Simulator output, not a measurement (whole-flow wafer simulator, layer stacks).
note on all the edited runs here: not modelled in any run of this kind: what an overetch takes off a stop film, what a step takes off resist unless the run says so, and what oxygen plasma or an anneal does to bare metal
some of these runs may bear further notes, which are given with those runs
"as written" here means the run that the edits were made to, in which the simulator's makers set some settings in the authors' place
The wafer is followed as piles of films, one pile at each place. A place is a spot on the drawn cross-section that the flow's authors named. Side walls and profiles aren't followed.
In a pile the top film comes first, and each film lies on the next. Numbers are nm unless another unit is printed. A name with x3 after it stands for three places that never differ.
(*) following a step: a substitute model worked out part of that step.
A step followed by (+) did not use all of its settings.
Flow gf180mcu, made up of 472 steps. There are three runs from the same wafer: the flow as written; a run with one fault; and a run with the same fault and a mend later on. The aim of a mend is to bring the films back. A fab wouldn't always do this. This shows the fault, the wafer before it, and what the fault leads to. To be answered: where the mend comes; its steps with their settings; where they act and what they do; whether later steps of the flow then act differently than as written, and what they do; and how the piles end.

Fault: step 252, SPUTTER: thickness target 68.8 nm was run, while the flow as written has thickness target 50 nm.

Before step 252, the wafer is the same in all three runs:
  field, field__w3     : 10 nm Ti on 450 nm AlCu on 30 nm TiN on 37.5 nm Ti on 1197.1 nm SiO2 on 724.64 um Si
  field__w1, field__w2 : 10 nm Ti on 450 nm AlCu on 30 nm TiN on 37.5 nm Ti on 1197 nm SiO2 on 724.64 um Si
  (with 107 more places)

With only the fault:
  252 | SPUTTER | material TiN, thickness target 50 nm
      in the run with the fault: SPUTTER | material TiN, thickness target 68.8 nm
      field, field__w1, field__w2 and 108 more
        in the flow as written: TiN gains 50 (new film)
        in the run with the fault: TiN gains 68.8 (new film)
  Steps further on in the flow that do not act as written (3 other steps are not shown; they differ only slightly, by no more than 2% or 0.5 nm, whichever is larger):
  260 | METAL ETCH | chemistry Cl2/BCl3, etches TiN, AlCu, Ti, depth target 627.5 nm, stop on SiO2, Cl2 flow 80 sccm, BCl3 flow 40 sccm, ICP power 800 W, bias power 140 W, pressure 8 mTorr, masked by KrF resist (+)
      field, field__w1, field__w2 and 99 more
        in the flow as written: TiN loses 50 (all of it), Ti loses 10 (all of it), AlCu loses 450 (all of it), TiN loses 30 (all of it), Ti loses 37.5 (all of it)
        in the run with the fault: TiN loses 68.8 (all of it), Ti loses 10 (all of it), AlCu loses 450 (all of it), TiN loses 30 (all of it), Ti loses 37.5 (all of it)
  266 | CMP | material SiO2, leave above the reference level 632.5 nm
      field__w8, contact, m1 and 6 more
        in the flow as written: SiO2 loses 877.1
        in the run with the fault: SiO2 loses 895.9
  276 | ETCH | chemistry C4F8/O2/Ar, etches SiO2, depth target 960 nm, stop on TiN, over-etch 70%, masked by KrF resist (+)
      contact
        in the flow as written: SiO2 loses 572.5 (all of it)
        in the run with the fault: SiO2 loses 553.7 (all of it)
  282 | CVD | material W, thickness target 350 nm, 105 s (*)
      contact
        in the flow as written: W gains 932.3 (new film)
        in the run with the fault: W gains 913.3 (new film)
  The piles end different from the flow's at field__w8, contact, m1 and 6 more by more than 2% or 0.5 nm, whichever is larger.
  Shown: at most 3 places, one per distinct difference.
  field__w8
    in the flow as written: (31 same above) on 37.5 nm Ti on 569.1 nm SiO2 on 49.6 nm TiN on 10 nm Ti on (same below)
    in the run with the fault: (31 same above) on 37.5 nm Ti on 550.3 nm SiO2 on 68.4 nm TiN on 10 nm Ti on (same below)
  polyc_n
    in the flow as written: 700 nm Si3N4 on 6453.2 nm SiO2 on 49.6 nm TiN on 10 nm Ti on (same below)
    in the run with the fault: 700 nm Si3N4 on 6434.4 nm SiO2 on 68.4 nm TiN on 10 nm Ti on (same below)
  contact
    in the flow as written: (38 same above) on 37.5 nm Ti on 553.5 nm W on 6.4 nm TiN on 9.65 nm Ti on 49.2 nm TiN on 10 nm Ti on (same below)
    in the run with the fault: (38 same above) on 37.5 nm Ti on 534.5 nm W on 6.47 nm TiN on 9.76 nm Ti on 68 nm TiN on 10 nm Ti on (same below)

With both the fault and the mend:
  The mend follows step 259.
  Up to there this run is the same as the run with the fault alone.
  259a | STRIP | chemistry O2/N2, power 2160 W, pressure 1700 mTorr (*)
      field__w8, contact, m1 and 6 more
        KrF resist loses 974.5 (all of it)
  259b | METAL ETCH | chemistry Cl2/BCl3, etches TiN, AlCu, Ti, depth target 18.8 nm, Cl2 flow 80 sccm, BCl3 flow 40 sccm, ICP power 800 W, bias power 140 W, pressure 8 mTorr
      field, field__w1, field__w2 and 108 more
        TiN loses 18.8
  259c | HMDS | 120 C, 60 s (the flow's step 254, run once more)
      does not change any film at any place that is followed
  259d | COAT | KrF resist, thickness 1000 nm (the flow's step 255, run once more)
      field, field__w1, field__w2 and 108 more
        KrF resist gains 1000 (new film)
  259e | SOFTBAKE | KrF resist (the flow's step 256, run once more)
      does not change any film at any place that is followed
  259f | EXPOSE | photomask Metal1 (the flow's step 257, run once more)
      does not change any film at any place that is followed
  259g | PEB | KrF resist, 135 C, 90 s (the flow's step 258, run once more)
      field, field__w1, field__w2 and 108 more
        KrF resist loses 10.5
  259h | DEVELOP | thickness 1000 nm, 60 s (the flow's step 259, run once more)
      field, field__w1, field__w2 and 99 more
        KrF resist loses 989.5 (all of it)
      field__w8, contact, m1 and 6 more
        KrF resist loses 14.9
  Every later step of the flow that is run acts as written at every place that is followed.
  By the end, the piles equal the flow's at every place that both follow.
